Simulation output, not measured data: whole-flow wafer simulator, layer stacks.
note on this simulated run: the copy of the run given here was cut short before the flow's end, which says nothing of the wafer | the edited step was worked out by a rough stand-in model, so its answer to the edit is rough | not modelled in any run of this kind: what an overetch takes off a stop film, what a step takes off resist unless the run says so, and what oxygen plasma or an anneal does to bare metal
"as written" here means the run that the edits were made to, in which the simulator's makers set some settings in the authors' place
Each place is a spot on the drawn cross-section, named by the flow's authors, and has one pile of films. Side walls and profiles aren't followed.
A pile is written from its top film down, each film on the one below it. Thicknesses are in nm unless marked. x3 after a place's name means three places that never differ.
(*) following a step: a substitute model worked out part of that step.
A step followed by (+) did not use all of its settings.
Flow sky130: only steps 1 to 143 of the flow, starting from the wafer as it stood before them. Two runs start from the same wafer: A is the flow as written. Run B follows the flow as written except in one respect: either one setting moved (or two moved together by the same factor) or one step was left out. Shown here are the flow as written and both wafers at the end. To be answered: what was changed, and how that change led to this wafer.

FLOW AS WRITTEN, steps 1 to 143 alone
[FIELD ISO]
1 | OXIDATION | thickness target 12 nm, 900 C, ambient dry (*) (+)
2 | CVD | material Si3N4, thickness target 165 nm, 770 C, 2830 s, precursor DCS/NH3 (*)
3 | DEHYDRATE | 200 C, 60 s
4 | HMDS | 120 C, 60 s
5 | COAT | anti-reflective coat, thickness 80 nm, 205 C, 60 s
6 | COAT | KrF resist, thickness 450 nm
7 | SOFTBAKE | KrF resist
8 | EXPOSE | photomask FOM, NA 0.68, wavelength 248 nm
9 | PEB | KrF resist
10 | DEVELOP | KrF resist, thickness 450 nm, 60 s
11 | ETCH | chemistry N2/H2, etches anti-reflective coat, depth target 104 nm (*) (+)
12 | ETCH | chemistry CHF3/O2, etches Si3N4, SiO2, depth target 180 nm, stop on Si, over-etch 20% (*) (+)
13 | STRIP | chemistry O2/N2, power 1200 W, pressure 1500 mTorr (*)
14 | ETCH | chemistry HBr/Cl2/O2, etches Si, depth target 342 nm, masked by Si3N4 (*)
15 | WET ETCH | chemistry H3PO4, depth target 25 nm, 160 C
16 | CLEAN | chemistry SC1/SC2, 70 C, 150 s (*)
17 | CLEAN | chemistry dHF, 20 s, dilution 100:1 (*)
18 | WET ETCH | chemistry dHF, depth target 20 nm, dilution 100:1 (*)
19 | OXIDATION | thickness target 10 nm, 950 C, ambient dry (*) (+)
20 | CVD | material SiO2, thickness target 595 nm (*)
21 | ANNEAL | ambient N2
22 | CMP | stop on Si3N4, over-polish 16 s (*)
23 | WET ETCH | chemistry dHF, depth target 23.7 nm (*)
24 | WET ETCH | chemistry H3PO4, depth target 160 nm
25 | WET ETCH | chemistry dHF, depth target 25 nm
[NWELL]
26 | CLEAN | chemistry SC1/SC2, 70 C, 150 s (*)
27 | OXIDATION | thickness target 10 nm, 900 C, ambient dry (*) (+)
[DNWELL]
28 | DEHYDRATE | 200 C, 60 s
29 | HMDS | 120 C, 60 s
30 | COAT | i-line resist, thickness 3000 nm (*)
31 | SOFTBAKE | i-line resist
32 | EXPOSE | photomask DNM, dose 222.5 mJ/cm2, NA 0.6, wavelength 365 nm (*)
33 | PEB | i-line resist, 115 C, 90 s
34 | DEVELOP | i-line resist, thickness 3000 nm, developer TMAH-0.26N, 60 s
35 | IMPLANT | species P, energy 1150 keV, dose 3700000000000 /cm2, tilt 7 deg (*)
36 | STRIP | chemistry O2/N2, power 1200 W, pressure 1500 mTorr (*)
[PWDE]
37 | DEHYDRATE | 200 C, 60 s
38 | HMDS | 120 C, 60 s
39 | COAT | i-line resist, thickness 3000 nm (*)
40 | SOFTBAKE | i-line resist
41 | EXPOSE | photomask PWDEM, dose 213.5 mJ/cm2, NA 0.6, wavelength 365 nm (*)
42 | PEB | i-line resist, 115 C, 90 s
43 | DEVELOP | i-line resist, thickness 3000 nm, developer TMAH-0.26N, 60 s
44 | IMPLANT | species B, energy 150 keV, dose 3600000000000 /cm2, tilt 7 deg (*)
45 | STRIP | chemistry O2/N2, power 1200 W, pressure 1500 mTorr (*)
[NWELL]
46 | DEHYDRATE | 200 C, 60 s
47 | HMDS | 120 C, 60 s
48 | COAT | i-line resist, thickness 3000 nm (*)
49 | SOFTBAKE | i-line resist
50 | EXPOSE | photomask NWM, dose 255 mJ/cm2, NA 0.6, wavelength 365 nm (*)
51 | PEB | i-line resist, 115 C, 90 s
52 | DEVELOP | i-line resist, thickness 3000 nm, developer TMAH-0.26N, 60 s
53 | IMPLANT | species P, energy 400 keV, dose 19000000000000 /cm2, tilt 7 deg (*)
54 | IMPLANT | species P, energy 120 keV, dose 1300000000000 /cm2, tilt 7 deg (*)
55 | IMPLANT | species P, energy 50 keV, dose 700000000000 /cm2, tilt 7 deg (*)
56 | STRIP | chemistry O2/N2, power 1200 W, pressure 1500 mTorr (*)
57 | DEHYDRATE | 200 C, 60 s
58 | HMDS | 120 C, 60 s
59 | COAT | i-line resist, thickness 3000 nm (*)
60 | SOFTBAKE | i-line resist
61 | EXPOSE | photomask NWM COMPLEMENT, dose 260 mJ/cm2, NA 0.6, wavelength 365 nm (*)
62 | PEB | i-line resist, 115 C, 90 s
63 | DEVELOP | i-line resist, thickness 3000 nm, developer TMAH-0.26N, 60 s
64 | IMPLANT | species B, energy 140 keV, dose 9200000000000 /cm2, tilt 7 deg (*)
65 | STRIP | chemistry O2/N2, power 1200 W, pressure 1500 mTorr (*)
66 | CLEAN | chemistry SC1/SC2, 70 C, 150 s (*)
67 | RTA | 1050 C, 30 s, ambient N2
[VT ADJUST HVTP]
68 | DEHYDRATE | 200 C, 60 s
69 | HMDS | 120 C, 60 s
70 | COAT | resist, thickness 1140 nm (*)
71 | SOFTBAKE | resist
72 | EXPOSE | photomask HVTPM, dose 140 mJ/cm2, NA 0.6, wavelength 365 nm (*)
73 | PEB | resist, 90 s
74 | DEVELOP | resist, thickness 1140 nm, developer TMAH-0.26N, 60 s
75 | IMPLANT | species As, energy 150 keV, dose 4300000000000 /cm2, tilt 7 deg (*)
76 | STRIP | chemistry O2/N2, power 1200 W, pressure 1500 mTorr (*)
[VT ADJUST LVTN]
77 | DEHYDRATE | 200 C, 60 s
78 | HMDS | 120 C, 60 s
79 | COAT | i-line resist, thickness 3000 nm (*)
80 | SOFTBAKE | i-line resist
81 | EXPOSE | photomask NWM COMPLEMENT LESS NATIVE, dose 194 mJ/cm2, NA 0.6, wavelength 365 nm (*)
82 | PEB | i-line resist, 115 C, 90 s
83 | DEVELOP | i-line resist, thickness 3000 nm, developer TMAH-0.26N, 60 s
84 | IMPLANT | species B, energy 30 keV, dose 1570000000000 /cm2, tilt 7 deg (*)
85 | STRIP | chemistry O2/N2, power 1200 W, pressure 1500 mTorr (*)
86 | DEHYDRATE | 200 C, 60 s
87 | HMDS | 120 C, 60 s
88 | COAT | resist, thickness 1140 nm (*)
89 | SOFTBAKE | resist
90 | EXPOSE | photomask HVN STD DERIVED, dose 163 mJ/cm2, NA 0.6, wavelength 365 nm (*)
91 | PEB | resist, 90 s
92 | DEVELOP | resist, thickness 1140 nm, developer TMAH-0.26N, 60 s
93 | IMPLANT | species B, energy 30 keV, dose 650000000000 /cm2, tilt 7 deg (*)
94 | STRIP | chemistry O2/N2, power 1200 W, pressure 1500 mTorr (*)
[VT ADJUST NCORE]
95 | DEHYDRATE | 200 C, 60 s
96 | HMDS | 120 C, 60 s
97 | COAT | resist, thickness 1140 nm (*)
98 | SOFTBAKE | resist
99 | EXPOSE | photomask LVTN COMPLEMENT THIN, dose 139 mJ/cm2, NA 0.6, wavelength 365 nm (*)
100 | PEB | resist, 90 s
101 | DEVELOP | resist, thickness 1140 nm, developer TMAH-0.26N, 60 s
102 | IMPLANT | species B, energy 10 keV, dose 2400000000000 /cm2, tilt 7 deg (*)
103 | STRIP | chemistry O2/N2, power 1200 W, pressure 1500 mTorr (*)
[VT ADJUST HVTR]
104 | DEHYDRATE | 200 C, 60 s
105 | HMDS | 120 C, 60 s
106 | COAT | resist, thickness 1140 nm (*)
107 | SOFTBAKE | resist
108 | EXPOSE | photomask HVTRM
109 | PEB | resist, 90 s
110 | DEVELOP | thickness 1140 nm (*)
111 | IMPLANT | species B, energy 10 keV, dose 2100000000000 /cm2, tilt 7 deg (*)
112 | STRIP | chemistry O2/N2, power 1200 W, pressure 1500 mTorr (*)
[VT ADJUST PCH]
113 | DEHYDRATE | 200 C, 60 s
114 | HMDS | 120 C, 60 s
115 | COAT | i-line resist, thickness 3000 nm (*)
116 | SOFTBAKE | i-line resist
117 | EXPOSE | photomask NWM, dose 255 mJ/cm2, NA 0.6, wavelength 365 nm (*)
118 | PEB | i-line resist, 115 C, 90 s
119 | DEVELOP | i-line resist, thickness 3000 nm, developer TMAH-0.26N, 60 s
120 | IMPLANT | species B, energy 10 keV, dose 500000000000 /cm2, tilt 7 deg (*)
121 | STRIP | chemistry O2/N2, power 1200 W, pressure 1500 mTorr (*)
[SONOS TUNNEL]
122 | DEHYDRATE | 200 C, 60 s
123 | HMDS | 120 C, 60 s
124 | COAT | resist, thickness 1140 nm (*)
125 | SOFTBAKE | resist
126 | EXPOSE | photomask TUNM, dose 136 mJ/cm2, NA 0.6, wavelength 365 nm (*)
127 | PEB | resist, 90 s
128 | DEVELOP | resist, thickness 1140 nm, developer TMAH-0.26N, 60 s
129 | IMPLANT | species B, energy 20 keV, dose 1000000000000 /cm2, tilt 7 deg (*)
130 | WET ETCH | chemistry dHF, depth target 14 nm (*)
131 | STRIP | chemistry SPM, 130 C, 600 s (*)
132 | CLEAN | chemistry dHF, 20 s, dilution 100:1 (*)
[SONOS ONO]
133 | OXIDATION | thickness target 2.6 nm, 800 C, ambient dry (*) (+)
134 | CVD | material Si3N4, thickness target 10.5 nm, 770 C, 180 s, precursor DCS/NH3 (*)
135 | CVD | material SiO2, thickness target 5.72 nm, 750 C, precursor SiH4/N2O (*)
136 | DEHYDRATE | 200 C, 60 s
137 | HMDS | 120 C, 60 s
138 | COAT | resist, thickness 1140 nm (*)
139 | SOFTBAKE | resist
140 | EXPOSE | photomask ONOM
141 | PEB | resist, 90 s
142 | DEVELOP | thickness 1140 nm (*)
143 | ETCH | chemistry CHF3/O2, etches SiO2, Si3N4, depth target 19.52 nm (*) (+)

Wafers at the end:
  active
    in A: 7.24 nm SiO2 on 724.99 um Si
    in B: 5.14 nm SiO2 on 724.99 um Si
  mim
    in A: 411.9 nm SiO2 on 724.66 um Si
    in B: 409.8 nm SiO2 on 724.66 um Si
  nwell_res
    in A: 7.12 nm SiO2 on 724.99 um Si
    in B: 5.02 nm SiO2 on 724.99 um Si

Cause: step 134, CVD: 144 s was run, while the flow as written has 180 s.

Step by step, how the change led to this:
  134 | CVD | material Si3N4, thickness target 10.5 nm, 770 C, 180 s, precursor DCS/NH3 (*)
      field, active, n_well and 187 more: A +10.5 Si3N4 (new film) | B +8.4 Si3N4 (new film)
  143 | ETCH | chemistry CHF3/O2, etches SiO2, Si3N4, depth target 19.52 nm (*) (+)
      field, active, p_well x5 and 179 more: A -5.72 SiO2 (all of it), -10.5 Si3N4 (all of it), -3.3 SiO2 | B -5.72 SiO2 (all of it), -8.4 Si3N4 (all of it), -5.4 SiO2
      n_well, sonos_sd: A -5.72 SiO2 (all of it), -10.5 Si3N4 (all of it), -2.6 SiO2 (all of it), -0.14 Si | B -5.72 SiO2 (all of it), -8.4 Si3N4 (all of it), -2.6 SiO2 (all of it), -0.56 Si
